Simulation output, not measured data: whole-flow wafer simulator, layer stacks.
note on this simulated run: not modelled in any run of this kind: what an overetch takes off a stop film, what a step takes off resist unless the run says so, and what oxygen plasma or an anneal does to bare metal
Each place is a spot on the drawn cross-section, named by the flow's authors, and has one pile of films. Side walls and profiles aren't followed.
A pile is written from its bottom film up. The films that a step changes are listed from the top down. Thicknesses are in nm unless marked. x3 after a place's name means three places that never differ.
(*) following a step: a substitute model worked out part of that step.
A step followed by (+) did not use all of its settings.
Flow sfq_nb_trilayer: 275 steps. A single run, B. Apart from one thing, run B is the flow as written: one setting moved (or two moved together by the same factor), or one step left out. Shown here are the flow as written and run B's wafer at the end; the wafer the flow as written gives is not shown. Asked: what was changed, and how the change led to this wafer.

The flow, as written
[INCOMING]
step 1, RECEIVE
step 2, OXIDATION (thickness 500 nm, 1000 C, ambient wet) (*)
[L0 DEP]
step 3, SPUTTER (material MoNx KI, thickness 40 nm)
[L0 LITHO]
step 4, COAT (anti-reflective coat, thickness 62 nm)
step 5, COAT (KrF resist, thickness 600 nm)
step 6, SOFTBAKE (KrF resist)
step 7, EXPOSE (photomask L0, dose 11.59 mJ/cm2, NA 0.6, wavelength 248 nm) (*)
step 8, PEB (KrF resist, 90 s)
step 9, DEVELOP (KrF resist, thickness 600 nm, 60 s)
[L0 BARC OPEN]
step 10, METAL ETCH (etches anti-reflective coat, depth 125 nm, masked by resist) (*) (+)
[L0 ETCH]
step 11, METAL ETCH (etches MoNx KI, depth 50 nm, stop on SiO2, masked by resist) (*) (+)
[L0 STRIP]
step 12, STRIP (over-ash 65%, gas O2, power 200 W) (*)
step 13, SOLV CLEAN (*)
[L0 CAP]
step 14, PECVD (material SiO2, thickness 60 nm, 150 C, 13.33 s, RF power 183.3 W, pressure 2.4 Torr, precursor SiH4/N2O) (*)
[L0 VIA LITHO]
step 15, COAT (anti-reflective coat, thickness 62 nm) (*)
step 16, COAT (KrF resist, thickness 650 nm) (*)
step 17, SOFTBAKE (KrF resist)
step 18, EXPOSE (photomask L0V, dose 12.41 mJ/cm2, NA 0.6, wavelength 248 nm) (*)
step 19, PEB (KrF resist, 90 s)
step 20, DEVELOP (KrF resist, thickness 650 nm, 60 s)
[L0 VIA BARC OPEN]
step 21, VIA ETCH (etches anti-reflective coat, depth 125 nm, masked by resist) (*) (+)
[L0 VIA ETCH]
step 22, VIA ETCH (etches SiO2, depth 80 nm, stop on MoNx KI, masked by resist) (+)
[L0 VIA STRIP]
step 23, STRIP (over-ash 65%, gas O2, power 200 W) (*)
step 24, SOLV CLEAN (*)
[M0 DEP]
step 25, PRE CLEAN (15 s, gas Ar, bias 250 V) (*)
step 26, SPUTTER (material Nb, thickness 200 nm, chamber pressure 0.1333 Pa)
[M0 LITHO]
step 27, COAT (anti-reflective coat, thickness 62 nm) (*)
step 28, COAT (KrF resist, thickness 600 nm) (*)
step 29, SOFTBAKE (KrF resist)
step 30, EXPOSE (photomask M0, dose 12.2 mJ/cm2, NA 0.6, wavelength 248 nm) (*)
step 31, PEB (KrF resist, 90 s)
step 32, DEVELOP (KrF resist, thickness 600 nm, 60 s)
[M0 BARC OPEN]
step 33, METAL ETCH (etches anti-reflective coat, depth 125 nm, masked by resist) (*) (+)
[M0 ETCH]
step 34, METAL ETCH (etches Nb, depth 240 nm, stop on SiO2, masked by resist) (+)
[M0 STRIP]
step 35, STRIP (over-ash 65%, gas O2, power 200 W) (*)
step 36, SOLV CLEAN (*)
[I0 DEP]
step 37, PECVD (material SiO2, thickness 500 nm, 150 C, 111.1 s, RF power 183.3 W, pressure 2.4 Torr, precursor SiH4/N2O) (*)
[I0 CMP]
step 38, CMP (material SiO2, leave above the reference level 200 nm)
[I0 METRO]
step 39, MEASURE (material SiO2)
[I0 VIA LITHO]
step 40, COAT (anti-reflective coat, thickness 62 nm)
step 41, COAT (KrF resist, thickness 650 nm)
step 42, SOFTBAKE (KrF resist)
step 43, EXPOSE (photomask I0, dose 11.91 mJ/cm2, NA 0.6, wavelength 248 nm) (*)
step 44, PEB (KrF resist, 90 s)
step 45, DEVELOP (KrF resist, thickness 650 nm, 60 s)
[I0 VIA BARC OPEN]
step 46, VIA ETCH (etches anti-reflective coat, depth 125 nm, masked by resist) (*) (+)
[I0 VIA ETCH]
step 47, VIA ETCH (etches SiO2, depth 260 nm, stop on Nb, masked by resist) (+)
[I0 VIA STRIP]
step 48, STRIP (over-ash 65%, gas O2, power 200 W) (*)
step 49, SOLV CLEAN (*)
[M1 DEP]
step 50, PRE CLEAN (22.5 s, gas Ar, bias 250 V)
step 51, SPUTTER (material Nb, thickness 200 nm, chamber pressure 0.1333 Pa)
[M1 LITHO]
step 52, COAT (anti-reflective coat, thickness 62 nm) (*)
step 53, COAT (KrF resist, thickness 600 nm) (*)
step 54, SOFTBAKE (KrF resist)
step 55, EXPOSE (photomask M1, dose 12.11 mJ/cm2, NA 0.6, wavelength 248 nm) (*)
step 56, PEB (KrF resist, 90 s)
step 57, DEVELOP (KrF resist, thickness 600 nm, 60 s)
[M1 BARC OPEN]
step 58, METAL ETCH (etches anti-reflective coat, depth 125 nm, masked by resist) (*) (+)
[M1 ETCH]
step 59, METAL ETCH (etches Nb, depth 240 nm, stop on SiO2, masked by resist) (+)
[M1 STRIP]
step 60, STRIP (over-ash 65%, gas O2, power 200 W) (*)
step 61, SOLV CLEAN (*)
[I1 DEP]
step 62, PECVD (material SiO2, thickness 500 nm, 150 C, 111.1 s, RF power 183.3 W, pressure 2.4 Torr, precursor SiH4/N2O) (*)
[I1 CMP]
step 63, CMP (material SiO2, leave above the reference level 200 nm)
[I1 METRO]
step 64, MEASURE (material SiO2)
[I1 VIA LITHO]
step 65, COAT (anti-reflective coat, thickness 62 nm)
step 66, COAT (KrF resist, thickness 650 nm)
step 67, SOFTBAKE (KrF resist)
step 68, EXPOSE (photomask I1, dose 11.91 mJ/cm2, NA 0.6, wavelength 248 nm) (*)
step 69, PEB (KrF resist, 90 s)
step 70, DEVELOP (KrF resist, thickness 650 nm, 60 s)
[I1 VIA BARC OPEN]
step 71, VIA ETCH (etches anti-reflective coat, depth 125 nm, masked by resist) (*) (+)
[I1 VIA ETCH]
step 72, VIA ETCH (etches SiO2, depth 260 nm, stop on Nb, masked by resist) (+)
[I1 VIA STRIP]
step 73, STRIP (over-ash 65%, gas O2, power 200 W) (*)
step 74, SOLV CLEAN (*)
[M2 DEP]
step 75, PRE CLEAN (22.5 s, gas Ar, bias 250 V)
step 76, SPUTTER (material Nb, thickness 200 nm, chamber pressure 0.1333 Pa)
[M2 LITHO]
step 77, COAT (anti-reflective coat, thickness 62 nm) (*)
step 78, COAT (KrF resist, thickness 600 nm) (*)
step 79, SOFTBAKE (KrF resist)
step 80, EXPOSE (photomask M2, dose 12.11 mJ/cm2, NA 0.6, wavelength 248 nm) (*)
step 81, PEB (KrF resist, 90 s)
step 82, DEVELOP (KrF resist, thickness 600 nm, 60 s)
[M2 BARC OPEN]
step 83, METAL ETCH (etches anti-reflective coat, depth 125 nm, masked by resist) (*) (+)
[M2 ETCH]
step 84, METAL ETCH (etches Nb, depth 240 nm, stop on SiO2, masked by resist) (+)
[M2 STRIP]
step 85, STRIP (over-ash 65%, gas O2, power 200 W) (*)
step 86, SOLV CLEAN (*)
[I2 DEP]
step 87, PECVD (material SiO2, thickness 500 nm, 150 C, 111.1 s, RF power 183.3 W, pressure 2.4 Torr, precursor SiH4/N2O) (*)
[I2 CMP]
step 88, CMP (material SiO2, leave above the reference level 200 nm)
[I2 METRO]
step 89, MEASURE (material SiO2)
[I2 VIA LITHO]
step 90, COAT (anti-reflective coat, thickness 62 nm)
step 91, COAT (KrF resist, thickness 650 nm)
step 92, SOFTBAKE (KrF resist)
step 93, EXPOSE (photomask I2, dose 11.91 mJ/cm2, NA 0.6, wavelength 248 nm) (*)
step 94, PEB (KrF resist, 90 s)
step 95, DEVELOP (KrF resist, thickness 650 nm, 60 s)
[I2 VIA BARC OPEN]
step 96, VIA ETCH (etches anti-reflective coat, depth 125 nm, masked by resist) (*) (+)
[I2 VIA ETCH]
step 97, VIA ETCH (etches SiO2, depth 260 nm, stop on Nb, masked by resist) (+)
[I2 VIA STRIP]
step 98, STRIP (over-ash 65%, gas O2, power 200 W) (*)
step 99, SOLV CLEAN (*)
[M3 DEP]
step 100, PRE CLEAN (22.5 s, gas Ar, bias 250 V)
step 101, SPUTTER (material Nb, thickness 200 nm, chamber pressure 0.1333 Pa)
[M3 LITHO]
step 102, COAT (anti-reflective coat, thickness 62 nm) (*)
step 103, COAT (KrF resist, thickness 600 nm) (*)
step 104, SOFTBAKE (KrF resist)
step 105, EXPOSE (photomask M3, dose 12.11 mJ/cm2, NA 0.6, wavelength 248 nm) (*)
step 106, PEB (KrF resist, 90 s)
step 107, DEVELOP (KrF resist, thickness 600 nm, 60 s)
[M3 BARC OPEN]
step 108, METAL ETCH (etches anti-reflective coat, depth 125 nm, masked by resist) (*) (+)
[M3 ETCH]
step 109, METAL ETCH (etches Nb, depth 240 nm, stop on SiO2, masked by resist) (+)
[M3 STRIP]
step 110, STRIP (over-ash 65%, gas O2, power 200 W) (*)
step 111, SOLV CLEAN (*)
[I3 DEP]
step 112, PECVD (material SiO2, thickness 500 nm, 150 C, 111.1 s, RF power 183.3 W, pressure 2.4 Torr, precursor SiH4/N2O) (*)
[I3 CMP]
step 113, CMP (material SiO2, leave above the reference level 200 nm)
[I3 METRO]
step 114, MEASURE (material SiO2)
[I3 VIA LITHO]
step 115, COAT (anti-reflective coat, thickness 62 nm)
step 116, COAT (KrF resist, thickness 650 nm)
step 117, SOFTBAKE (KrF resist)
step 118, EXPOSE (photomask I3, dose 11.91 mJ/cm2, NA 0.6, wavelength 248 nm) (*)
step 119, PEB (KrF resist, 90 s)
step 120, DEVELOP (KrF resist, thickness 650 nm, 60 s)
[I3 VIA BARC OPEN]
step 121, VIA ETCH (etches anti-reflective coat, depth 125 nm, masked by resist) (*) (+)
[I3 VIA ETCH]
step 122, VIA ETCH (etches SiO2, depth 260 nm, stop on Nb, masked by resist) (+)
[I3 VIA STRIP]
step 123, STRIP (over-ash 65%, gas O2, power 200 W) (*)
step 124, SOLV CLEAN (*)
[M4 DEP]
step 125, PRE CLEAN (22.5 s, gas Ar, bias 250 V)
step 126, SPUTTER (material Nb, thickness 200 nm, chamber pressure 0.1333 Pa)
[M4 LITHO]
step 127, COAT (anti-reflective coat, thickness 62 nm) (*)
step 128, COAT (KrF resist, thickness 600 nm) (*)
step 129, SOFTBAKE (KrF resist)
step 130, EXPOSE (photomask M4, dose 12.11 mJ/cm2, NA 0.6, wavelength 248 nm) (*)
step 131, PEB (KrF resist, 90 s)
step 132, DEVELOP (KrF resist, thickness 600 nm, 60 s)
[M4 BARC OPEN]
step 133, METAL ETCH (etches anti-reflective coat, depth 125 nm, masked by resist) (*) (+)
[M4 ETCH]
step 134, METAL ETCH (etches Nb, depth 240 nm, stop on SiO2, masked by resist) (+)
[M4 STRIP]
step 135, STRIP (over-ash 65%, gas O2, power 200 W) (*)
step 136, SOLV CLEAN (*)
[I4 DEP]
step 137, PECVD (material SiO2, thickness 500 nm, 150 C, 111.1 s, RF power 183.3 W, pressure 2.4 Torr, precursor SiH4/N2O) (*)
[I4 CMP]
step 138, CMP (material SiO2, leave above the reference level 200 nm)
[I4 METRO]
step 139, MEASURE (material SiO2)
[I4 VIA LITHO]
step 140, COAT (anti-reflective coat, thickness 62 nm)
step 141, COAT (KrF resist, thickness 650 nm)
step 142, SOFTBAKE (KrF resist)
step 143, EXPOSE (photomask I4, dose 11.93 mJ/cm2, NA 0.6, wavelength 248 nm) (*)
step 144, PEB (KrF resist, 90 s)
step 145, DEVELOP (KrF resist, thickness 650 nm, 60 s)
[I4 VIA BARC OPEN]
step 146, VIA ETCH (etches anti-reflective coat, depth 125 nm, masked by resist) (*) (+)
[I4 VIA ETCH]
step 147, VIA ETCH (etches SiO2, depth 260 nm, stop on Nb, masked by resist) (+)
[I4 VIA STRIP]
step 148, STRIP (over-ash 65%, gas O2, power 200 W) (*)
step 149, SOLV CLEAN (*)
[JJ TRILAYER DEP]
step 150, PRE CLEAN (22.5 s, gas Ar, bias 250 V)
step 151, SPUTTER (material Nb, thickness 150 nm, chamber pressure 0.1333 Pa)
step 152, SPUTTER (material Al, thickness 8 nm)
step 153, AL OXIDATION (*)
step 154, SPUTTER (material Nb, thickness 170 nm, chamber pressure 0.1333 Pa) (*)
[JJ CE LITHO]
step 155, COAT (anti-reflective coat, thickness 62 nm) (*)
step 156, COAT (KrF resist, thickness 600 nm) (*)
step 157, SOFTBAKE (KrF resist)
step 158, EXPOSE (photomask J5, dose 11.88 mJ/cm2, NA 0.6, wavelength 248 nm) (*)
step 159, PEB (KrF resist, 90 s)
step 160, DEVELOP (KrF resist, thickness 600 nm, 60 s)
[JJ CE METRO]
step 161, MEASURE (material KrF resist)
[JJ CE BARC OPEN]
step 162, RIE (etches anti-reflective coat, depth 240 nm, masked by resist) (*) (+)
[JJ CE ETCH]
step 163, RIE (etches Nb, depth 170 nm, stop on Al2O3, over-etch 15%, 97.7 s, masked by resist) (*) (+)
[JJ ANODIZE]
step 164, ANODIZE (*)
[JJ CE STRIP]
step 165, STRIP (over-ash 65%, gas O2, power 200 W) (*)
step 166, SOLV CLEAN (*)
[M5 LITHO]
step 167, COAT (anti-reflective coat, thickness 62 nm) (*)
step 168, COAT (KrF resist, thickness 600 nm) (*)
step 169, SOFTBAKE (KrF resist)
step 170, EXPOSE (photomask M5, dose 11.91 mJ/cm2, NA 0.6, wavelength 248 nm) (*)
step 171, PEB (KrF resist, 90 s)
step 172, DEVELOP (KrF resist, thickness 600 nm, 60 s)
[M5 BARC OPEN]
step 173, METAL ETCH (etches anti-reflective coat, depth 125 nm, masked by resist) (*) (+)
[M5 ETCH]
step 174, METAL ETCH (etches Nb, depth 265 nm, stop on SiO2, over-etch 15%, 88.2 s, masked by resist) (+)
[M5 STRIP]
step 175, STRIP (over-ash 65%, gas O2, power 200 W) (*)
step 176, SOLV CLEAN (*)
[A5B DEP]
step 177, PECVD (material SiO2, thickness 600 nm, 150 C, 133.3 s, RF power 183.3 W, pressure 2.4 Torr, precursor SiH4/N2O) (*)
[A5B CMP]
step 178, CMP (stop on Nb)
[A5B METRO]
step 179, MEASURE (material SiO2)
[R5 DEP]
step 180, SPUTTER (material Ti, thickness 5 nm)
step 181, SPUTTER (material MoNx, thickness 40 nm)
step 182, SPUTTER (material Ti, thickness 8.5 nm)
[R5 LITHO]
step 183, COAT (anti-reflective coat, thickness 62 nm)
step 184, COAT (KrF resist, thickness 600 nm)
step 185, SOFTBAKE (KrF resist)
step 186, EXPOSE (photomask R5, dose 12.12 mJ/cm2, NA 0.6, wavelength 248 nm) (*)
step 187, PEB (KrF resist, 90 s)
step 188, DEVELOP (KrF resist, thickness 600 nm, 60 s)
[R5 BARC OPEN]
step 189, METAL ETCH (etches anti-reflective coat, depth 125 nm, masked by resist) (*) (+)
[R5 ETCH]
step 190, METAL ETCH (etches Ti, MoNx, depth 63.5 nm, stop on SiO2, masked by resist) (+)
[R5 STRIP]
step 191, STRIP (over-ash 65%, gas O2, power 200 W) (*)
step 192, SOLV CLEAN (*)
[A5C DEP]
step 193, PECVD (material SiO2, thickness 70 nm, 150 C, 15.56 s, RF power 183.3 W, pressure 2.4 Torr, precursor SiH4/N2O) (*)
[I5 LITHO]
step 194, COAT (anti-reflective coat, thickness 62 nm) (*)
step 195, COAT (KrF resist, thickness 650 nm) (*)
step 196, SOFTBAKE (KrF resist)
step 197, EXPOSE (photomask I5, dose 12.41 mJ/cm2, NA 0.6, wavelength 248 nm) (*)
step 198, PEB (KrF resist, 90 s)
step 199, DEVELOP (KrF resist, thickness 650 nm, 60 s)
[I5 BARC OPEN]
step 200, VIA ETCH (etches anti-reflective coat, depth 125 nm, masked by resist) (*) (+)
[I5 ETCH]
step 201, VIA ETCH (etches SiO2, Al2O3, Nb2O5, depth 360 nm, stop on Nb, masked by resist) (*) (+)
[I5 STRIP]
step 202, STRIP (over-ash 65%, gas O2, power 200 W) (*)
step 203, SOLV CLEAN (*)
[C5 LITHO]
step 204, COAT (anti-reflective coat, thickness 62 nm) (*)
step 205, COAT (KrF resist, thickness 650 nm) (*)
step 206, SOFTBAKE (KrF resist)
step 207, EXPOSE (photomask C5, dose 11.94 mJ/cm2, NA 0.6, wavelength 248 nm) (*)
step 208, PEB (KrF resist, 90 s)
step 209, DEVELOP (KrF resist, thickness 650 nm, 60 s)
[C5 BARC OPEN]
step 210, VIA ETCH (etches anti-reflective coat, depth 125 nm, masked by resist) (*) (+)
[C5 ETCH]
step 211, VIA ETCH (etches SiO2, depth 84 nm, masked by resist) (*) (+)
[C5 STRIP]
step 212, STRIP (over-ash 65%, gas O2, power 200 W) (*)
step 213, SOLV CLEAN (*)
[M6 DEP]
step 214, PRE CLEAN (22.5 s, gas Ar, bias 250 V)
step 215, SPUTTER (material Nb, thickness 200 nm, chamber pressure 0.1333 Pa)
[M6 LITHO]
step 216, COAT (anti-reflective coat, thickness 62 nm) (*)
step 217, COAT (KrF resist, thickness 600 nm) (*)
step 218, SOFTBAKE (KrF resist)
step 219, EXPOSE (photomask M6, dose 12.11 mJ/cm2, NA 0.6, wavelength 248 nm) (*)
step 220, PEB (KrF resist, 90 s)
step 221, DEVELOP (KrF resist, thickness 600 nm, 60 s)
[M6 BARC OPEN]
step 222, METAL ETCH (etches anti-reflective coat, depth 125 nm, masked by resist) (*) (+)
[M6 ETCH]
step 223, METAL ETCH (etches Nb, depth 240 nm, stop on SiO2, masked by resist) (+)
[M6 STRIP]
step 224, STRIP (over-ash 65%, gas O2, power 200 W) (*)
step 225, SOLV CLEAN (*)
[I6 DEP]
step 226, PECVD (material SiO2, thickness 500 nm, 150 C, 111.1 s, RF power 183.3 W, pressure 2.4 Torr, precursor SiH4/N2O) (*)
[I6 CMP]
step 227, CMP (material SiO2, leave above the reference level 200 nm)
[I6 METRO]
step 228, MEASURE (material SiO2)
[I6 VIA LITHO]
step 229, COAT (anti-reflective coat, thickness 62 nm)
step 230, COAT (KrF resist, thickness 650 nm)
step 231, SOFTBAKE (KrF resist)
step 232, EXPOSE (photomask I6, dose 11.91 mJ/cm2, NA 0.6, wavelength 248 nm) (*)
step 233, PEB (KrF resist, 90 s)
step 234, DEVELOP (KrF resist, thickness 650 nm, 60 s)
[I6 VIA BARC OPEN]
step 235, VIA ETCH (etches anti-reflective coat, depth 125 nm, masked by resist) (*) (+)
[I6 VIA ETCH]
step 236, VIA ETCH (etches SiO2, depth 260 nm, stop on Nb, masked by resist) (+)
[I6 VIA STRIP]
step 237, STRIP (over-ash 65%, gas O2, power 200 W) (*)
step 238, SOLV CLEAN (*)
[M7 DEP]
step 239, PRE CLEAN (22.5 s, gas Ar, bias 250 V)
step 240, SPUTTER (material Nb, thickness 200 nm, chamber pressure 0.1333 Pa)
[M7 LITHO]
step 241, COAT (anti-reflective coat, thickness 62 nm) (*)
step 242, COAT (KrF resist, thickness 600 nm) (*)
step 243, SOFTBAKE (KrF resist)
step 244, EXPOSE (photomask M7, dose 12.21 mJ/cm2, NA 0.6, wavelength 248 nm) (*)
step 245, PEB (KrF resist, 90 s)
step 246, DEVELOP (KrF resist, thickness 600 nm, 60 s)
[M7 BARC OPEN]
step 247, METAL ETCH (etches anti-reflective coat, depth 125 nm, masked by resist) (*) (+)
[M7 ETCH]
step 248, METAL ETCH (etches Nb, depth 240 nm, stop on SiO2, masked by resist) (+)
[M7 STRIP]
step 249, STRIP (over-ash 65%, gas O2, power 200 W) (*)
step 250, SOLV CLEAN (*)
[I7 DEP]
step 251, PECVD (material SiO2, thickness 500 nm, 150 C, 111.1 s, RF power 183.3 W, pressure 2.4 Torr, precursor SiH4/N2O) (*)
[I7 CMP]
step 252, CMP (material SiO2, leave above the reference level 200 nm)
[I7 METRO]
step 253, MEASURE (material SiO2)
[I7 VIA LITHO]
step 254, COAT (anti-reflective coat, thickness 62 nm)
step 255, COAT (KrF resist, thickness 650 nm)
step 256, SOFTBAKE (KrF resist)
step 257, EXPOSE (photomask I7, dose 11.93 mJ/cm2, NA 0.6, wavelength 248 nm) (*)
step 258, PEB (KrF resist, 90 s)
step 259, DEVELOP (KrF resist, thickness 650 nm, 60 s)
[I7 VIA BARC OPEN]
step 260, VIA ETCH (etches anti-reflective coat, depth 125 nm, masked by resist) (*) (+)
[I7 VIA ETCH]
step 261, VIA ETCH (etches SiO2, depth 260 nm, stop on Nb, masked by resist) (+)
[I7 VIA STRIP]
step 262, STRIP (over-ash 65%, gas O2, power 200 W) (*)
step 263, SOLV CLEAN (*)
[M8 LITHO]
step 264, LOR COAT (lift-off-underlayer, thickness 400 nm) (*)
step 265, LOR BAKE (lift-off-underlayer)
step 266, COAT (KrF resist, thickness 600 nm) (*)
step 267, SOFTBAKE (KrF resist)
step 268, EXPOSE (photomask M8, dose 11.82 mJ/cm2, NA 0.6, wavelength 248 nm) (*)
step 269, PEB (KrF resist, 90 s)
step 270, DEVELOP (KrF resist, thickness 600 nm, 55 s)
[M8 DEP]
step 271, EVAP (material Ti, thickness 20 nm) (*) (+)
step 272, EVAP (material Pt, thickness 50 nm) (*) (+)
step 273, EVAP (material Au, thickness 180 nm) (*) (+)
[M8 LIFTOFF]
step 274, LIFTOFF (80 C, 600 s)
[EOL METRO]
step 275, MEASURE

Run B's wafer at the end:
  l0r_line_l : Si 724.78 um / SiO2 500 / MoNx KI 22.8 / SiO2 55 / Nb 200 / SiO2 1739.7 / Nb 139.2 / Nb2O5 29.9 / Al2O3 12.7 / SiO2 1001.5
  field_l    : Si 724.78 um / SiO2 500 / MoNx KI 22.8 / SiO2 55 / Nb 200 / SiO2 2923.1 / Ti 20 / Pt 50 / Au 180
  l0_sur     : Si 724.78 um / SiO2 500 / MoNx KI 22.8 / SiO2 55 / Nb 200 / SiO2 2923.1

Cause: step 3, SPUTTER: thickness 22.8 nm was run, while the flow as written has thickness 40 nm.
The wafer lets one read it off: l0r_line_l has MoNx KI 22.8, and step 3 as written asks for 40 nm.

How this came from the change, step by step:
  step 3, SPUTTER (material MoNx KI, thickness 40 nm)
      field_l, v_sur, via_wl and 103 more: +22.8 MoNx KI (new film) (as written it would have been: +40 MoNx KI (new film))
  step 11, METAL ETCH (etches MoNx KI, depth 50 nm, stop on SiO2, masked by resist) (*) (+)
      v_sur, via_wl, via_w and 97 more: -22.8 MoNx KI (all of it) (as written it would have been: -40 MoNx KI (all of it))
      field_l, l0_sur, l0v, l0r_line_l, l0r_line_c, l0r_line_r: -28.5 KrF resist (as written it would have been: -41.7 KrF resist)
  step 12, STRIP (over-ash 65%, gas O2, power 200 W) (*)
      field_l, l0_sur, l0v, l0r_line_l, l0r_line_c, l0r_line_r: -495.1 KrF resist (all of it), -62 anti-reflective coat (all of it) (as written it would have been: -481.9 KrF resist (all of it), -62 anti-reflective coat (all of it))
  step 15, COAT (anti-reflective coat, thickness 62 nm) (*)
      field_l: +58.7 anti-reflective coat (new film) (as written it would have been: +56.7 anti-reflective coat (new film))
      v_sur: +67.8 anti-reflective coat (new film) (as written it would have been: +72.2 anti-reflective coat (new film))
      (also at 3 further places)
  step 23, STRIP (over-ash 65%, gas O2, power 200 W) (*)
      field_l: -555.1 KrF resist (all of it), -58.7 anti-reflective coat (all of it) (as written it would have been: -551.4 KrF resist (all of it), -56.7 anti-reflective coat (all of it))
      v_sur: -565.7 KrF resist (all of it), -67.8 anti-reflective coat (all of it) (as written it would have been: -570.5 KrF resist (all of it), -72.2 anti-reflective coat (all of it))
      (also at 3 further places)
  step 27, COAT (anti-reflective coat, thickness 62 nm) (*)
      field_l: +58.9 anti-reflective coat (new film) (as written it would have been: +56.9 anti-reflective coat (new film))
      v_sur: +67.9 anti-reflective coat (new film) (as written it would have been: +72.3 anti-reflective coat (new film))
      (also at 3 further places)
  step 35, STRIP (over-ash 65%, gas O2, power 200 W) (*)
      field_l: -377 KrF resist (all of it), -58.9 anti-reflective coat (all of it) (as written it would have been: -372.9 KrF resist (all of it), -56.9 anti-reflective coat (all of it))
      v_sur: -387.5 KrF resist (all of it), -67.9 anti-reflective coat (all of it) (as written it would have been: -391.6 KrF resist (all of it), -72.3 anti-reflective coat (all of it))
      (also at 3 further places)
  step 38, CMP (material SiO2, leave above the reference level 200 nm)
      field_l, l0_sur, l0r_line_l, l0r_line_c, l0r_line_r: -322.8 SiO2 (as written it would have been: -340 SiO2)
      l0v: -260.6 SiO2 (as written it would have been: -277.8 SiO2)
